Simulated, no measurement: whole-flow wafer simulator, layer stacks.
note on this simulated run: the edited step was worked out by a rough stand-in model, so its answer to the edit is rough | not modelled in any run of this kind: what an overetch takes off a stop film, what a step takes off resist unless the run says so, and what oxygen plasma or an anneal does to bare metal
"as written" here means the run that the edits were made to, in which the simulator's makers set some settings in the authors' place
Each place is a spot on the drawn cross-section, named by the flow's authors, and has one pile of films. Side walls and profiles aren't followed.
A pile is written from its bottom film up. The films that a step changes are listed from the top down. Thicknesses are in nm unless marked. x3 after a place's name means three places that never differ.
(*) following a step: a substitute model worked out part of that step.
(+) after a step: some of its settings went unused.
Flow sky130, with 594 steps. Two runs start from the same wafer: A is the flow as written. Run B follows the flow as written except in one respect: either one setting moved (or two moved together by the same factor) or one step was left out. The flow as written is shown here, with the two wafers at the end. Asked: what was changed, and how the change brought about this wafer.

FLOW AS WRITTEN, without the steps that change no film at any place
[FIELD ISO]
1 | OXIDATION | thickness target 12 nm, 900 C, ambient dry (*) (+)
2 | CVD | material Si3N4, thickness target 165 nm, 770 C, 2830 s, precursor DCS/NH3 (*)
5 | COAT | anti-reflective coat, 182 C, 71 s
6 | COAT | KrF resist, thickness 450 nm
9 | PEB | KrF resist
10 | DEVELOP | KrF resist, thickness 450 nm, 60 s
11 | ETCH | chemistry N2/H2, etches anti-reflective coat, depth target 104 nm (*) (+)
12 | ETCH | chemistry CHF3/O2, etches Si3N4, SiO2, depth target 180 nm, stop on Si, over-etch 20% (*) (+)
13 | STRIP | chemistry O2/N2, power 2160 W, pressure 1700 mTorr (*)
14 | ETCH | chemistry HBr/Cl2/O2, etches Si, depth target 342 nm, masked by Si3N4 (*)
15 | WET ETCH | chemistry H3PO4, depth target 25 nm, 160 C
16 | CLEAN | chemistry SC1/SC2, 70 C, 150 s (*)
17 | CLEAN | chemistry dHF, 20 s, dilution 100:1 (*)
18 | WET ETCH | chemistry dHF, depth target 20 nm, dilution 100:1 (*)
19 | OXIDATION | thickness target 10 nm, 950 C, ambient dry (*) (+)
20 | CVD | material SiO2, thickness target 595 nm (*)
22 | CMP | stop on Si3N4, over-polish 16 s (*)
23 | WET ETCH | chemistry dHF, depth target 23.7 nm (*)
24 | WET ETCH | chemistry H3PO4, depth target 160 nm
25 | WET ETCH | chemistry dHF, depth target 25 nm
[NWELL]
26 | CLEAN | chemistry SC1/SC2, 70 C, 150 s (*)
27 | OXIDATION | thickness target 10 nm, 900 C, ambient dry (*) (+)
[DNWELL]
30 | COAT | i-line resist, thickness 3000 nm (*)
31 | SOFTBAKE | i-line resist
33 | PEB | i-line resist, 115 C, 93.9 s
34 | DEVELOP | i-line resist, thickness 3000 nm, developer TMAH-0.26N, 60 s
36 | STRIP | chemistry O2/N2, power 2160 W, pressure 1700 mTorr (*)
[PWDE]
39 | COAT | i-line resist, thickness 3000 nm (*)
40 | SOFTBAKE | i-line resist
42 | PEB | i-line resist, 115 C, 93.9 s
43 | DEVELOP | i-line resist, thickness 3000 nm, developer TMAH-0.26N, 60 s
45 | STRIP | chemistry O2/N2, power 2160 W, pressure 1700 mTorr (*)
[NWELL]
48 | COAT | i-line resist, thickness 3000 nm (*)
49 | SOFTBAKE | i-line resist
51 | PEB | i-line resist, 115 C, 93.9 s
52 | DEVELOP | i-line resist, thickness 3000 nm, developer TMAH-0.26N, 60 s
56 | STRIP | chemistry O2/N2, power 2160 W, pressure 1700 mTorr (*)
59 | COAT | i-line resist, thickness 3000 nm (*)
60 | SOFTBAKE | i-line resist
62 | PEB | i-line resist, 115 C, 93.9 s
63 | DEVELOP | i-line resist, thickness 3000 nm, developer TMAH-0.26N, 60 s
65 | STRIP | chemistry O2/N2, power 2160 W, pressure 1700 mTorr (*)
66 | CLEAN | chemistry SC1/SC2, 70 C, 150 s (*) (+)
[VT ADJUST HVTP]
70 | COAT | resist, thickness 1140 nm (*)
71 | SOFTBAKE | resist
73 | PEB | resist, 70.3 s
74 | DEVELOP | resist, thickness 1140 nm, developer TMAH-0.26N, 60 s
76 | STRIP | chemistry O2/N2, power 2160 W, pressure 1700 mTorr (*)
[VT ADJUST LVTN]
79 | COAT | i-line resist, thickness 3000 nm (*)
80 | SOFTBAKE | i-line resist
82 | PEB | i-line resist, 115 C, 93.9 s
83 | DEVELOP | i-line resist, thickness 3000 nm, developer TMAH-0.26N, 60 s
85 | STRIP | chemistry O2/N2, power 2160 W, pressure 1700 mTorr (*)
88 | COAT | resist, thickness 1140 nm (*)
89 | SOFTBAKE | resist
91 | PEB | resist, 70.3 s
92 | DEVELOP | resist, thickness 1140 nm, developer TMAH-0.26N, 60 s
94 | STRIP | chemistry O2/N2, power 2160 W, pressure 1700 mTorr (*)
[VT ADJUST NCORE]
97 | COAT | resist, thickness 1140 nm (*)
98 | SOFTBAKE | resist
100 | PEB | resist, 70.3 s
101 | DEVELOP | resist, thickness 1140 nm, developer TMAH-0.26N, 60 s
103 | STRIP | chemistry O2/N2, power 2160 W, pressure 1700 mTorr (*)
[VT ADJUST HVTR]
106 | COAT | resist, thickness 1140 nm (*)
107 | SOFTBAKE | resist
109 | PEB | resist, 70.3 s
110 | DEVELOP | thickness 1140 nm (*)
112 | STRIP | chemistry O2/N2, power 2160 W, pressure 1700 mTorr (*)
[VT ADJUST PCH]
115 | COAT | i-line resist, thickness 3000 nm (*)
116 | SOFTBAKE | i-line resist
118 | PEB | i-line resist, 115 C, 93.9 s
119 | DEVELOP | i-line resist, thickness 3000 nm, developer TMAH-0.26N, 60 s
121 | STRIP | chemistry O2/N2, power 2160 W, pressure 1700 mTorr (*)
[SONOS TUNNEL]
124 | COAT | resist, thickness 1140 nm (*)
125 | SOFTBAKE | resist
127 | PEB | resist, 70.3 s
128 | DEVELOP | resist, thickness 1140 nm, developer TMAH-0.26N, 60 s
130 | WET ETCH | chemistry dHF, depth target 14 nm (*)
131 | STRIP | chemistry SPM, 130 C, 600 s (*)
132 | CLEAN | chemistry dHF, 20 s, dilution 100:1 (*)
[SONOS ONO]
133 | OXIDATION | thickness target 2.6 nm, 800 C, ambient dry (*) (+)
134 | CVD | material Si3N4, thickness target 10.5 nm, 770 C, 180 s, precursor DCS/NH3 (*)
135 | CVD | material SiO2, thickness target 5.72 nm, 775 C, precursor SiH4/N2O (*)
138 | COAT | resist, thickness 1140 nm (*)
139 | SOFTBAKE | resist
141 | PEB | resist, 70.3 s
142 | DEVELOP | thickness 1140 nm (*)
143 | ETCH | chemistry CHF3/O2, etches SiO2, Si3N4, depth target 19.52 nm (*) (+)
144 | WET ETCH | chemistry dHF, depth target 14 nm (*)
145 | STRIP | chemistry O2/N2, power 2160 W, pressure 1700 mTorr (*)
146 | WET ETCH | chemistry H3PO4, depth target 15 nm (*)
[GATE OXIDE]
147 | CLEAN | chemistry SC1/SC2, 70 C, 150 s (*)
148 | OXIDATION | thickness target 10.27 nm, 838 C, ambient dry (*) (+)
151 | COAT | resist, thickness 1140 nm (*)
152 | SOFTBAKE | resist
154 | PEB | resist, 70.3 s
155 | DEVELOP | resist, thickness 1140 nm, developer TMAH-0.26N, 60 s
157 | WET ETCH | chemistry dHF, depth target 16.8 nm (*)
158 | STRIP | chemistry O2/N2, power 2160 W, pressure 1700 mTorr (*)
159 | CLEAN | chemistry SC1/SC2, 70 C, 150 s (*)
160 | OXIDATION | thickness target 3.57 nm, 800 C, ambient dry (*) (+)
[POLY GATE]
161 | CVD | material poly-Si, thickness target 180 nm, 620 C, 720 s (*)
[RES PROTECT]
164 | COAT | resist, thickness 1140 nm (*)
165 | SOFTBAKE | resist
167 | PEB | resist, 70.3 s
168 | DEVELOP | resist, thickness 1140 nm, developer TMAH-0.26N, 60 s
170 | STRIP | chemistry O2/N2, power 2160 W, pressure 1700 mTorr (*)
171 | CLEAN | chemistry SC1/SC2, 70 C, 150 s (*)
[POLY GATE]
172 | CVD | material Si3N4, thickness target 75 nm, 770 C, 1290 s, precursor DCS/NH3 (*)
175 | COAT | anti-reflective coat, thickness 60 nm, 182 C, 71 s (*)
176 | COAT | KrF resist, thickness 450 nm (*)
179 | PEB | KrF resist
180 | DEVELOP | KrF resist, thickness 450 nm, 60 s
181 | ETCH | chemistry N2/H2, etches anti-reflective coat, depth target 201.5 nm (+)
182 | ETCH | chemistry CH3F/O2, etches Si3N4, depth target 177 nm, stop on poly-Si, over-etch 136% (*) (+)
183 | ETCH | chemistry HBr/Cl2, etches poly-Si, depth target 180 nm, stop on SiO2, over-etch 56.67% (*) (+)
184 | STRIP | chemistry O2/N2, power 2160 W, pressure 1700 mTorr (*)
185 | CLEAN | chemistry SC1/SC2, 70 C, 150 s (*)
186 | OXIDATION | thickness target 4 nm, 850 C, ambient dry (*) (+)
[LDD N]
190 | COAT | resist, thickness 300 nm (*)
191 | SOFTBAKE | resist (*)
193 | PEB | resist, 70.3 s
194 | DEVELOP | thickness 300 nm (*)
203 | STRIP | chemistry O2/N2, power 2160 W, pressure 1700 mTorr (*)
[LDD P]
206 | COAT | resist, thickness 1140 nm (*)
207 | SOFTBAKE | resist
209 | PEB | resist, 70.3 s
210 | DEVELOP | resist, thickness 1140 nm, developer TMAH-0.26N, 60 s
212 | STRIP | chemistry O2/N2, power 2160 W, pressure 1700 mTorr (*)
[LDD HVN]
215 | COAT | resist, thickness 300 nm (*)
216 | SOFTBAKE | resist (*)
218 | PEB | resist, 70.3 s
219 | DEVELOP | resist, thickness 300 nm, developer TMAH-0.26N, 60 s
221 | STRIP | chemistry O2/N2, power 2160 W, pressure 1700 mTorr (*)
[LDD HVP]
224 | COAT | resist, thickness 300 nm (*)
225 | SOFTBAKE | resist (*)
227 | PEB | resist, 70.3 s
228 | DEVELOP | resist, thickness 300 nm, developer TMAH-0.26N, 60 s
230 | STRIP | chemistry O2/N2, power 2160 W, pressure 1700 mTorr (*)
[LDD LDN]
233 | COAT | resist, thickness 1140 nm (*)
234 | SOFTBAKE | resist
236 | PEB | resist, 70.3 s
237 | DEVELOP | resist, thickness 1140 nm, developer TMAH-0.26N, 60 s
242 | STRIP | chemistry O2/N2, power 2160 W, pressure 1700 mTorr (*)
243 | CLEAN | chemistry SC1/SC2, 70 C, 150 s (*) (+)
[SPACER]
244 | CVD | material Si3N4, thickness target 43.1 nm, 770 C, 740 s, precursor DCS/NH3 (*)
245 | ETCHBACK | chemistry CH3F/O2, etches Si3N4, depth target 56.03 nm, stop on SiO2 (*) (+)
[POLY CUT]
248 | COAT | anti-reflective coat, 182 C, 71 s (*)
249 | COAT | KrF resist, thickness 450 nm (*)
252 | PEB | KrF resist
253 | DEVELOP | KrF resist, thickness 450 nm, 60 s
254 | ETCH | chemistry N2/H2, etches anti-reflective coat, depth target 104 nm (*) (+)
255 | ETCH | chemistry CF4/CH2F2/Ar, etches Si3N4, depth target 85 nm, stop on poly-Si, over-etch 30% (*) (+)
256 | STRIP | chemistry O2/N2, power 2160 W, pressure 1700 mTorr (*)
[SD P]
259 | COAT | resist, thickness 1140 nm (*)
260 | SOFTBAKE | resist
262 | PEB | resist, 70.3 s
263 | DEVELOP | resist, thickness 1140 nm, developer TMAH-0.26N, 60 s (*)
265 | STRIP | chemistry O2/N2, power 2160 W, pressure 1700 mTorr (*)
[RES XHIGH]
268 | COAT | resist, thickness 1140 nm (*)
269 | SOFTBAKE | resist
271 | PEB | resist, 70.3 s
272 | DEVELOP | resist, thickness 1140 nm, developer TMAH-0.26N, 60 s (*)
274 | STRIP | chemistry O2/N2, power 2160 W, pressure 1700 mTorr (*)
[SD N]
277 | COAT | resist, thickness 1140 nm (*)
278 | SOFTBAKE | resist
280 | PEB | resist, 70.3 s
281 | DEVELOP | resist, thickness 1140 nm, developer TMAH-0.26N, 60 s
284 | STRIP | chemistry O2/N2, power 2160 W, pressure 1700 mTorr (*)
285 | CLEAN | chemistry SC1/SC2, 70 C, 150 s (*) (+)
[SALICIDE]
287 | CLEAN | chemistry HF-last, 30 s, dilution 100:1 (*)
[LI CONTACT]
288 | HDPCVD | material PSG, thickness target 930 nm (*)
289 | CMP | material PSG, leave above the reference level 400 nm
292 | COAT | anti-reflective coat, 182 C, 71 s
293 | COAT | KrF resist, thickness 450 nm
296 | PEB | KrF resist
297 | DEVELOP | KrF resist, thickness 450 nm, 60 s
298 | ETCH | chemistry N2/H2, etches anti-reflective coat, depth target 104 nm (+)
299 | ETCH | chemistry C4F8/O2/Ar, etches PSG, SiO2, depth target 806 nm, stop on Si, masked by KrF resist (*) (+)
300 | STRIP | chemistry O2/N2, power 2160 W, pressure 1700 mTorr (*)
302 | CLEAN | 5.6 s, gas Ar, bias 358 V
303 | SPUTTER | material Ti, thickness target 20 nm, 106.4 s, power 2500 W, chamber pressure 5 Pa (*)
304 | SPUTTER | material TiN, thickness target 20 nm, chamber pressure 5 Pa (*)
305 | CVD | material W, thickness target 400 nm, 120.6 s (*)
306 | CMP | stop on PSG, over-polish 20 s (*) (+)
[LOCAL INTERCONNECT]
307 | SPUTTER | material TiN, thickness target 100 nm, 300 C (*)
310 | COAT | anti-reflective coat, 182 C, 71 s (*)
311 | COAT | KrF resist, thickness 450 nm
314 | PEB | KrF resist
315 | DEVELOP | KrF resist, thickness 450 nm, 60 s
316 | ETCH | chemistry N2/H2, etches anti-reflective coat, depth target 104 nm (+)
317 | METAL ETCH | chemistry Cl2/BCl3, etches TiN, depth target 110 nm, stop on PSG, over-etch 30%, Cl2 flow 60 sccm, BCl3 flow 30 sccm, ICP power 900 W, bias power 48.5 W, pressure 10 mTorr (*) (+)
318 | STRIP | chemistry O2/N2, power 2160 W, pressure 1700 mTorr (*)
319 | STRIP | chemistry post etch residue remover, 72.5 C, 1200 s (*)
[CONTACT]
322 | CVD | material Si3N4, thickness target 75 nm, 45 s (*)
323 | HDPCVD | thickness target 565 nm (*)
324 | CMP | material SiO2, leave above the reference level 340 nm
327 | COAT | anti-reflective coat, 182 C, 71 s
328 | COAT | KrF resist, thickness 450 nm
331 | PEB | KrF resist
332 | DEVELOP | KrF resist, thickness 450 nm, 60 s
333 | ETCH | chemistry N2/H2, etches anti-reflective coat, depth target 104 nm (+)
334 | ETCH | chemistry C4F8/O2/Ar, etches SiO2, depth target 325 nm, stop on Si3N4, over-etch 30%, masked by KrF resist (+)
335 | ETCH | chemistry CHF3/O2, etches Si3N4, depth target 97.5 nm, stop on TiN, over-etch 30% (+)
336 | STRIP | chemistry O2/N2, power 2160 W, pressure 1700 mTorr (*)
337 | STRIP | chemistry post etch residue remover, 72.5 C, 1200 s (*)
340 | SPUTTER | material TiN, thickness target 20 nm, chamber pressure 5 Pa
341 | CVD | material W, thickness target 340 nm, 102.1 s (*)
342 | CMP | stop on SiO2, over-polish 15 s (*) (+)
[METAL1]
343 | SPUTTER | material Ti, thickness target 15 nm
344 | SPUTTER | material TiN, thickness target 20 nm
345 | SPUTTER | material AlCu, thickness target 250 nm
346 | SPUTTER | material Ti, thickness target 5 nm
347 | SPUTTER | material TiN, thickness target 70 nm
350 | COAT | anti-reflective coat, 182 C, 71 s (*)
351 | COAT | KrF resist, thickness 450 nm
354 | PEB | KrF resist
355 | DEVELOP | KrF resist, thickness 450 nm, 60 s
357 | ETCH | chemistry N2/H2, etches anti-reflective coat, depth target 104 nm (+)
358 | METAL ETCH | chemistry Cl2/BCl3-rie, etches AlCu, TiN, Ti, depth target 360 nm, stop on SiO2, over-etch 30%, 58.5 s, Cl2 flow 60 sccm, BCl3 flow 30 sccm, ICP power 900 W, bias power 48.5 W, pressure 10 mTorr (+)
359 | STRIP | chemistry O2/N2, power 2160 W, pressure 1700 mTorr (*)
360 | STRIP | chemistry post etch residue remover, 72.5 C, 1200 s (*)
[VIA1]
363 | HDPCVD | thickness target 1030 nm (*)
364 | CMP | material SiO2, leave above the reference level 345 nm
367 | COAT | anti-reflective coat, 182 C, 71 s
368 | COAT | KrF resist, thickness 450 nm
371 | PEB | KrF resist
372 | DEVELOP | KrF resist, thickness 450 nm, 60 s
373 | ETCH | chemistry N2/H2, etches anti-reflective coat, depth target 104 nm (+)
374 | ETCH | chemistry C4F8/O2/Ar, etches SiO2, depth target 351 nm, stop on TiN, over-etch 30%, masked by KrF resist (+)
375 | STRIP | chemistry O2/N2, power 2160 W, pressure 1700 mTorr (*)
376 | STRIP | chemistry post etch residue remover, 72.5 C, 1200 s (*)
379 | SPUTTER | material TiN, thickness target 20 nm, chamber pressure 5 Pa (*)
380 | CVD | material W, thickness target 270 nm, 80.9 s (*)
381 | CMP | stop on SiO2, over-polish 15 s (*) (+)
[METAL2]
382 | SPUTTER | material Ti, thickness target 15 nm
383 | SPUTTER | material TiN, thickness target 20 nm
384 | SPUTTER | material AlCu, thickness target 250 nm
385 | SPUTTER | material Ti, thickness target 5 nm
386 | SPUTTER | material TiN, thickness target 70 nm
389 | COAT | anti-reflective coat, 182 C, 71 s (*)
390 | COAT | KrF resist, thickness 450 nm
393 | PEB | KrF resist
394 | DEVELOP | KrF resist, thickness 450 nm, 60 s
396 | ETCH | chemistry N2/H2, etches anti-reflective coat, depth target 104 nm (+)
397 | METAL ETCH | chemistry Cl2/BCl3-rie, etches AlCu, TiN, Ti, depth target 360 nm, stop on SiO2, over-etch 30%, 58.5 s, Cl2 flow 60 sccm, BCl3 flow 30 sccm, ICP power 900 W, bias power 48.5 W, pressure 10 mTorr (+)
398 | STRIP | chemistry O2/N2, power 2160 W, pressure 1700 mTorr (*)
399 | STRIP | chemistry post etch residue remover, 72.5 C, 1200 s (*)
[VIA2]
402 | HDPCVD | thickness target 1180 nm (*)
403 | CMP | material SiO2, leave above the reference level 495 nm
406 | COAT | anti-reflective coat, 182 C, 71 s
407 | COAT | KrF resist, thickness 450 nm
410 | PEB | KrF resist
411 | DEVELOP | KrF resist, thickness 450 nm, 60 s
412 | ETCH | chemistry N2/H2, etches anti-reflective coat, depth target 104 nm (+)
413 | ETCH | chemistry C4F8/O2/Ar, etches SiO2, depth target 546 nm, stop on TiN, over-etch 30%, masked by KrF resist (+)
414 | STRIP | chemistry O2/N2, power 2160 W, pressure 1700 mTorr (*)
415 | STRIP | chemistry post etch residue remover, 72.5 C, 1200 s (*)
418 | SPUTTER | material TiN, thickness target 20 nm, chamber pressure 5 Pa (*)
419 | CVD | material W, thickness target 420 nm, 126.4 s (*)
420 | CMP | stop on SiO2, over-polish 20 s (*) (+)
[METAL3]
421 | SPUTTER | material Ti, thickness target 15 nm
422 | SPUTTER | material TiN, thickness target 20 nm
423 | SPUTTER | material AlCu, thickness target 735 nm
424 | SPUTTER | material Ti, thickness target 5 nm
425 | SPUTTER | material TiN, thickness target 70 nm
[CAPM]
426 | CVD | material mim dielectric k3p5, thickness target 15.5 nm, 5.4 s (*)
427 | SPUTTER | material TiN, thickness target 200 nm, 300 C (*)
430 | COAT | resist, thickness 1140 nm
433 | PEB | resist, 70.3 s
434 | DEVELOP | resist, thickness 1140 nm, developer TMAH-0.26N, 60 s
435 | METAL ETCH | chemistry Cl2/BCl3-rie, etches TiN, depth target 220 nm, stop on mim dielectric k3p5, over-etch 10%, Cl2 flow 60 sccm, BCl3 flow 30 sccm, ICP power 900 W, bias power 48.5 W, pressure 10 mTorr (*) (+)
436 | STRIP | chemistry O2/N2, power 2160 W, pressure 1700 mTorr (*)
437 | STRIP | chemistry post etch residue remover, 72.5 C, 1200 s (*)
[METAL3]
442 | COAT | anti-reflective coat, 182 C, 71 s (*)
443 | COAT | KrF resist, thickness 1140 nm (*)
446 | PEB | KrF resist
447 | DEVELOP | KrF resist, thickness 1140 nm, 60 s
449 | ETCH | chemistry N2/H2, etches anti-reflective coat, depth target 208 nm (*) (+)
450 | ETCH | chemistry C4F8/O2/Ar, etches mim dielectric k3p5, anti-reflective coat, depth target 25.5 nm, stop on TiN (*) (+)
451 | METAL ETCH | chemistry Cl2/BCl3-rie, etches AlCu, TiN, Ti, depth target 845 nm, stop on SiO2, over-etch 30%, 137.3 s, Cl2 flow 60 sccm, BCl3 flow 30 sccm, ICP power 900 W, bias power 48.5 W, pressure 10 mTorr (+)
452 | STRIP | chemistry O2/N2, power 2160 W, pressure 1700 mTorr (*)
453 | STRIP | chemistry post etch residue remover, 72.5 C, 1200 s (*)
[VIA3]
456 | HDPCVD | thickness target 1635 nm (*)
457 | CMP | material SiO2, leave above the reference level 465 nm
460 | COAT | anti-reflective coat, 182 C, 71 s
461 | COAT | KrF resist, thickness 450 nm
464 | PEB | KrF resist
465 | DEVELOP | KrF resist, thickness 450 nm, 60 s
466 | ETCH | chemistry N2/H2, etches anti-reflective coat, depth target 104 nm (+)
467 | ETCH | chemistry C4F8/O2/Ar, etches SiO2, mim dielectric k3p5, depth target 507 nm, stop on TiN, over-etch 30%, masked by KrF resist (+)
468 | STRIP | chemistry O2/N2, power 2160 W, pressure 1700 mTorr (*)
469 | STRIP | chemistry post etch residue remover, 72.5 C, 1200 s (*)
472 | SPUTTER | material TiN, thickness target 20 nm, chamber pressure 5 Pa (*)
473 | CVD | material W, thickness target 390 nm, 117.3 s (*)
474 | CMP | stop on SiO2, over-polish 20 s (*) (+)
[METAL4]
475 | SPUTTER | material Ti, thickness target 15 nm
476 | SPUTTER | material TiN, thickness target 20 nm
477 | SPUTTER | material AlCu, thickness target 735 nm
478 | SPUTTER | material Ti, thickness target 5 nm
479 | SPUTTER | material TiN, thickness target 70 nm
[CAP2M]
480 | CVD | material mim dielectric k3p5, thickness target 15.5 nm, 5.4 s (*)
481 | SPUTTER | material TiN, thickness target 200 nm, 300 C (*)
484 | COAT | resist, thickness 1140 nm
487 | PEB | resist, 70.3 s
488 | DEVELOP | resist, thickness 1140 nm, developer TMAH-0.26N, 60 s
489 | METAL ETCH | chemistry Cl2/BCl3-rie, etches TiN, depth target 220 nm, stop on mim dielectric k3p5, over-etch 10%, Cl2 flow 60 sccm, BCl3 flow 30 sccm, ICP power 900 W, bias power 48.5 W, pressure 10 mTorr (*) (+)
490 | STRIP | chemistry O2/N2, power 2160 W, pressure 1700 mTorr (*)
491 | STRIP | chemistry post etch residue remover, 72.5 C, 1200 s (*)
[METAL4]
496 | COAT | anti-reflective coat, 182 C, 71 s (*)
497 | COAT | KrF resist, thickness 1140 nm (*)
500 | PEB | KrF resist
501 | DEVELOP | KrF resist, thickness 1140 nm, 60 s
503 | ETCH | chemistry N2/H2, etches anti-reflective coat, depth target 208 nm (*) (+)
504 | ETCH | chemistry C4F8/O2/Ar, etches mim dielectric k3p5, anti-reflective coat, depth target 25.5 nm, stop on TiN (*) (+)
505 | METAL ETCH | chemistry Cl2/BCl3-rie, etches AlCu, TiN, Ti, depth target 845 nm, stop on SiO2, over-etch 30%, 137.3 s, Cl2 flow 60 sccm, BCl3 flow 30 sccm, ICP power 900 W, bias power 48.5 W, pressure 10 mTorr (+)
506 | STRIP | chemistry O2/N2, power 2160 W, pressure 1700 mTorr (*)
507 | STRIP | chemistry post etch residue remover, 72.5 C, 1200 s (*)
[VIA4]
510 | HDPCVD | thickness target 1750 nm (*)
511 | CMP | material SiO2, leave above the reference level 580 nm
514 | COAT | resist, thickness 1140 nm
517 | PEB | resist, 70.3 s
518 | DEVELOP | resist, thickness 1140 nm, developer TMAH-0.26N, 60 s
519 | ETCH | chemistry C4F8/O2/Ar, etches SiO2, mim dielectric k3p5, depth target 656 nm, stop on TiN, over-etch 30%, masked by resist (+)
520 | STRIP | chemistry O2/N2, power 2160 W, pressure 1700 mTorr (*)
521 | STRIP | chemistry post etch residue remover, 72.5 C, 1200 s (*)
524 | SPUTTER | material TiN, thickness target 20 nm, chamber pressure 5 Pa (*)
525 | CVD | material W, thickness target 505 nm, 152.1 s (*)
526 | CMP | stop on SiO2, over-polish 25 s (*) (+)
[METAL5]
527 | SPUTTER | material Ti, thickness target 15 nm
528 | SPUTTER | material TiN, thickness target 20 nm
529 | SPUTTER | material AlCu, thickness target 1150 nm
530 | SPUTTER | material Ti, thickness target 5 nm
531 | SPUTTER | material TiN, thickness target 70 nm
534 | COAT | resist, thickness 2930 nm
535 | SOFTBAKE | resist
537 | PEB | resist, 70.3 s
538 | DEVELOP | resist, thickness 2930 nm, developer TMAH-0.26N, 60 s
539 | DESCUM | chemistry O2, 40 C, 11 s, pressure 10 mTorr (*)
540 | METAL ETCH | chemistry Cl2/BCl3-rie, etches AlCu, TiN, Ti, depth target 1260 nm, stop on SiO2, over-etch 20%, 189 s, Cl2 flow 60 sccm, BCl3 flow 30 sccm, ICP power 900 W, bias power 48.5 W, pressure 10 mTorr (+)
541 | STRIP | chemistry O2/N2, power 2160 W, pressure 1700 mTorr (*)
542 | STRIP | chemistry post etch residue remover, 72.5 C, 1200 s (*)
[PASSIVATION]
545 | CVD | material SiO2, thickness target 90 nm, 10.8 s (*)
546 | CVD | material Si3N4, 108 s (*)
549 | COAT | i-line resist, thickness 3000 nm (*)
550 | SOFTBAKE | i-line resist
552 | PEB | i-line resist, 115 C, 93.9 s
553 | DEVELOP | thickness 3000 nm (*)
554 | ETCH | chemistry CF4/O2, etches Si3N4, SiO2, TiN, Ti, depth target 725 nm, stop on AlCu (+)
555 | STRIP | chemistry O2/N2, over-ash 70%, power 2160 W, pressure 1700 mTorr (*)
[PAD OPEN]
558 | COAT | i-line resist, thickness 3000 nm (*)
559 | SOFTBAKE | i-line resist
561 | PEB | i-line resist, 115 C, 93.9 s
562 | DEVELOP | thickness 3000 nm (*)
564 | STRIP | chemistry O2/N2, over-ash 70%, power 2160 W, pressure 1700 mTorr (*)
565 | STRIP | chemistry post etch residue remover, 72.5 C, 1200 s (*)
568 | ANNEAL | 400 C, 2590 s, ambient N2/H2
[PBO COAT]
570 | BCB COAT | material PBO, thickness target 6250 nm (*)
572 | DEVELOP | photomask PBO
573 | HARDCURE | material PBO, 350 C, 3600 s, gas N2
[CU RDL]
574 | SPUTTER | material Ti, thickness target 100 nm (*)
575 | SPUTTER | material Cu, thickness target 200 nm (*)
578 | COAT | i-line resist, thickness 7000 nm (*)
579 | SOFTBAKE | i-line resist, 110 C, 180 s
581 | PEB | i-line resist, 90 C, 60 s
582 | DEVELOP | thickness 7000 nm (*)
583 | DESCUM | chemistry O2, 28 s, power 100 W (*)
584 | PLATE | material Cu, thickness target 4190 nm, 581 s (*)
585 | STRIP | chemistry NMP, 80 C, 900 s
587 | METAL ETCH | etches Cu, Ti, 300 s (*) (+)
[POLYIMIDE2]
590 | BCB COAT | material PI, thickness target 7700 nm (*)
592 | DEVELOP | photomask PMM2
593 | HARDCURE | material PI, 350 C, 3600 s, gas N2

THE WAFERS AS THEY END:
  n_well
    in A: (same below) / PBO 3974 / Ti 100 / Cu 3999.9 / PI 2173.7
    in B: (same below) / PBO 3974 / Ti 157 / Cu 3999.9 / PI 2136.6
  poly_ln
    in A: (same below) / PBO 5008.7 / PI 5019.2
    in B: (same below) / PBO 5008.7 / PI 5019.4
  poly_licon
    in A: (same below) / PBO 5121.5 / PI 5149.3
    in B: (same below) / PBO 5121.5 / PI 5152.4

Cause: step 574, SPUTTER: thickness target 157 nm was run, though the flow has thickness target 100 nm.
One can read it off the wafer: n_well has Ti 157, and step 574 as written asks for 100 nm.

The path from the change to this, step by step:
  574 | SPUTTER | material Ti, thickness target 100 nm (*)
      field, active, n_well and 190 more: A +100 Ti (new film) | B +157 Ti (new film)
  587 | METAL ETCH | etches Cu, Ti, 300 s (*) (+)
      field, active, gate and 167 more: A -200 Cu (all of it), -100 Ti (all of it) | B -200 Cu (all of it), -157 Ti (all of it)
  590 | BCB COAT | material PI, thickness target 7700 nm (*)
      de16_gate_nw: A +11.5 um PI (new film) | B +11.56 um PI (new film)
